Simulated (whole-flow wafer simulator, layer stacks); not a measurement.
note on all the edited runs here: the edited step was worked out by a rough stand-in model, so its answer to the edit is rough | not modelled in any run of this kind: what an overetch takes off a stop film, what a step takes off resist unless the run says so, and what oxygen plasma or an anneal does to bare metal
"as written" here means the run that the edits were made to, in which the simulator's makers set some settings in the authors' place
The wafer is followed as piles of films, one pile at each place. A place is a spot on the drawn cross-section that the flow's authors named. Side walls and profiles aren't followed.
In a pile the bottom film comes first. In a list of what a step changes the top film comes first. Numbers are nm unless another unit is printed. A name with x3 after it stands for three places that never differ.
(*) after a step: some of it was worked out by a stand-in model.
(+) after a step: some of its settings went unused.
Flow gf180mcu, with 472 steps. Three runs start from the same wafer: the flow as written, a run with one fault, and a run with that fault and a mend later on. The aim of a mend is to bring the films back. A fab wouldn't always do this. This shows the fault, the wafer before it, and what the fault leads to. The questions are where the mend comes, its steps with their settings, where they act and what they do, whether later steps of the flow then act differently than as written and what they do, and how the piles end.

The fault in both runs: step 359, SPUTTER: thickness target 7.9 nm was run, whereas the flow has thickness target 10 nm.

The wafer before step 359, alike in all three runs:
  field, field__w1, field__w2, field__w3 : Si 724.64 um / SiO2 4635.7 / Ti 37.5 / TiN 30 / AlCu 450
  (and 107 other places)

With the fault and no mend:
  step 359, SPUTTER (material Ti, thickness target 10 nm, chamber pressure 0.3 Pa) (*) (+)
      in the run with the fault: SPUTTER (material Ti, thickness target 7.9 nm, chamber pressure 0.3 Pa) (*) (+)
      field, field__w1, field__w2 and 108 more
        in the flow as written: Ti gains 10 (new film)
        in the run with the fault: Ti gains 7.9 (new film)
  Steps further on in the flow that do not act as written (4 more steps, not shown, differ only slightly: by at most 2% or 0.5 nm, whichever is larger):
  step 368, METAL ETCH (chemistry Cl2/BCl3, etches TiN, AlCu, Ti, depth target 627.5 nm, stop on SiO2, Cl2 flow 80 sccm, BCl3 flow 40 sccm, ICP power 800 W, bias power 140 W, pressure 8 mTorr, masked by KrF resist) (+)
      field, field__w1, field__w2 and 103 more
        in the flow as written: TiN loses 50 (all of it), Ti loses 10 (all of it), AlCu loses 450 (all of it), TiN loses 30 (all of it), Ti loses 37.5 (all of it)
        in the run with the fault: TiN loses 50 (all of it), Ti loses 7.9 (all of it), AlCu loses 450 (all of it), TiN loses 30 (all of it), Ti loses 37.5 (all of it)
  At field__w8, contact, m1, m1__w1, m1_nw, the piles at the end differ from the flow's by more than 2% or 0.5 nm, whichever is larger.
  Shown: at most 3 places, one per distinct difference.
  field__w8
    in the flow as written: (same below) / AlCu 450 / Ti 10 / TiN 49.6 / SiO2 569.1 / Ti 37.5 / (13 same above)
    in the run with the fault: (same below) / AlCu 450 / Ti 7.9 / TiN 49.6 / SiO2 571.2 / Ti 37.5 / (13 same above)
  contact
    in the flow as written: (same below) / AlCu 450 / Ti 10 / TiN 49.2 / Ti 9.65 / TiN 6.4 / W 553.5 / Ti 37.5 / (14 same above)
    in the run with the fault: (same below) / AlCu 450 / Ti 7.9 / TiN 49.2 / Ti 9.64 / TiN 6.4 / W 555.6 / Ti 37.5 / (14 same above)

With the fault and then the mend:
  The mend follows step 359.
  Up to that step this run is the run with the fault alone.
  step 359a, SPUTTER (material Ti, thickness target 2.1 nm, chamber pressure 0.3 Pa) (*) (+) (the flow's step 359, run once more with other settings)
      field, field__w1, field__w2 and 108 more
        Ti gains 2.1
  Later steps of the flow that are run all act as written at every place that is followed.
  By the end, the piles equal the flow's at every place that both follow.
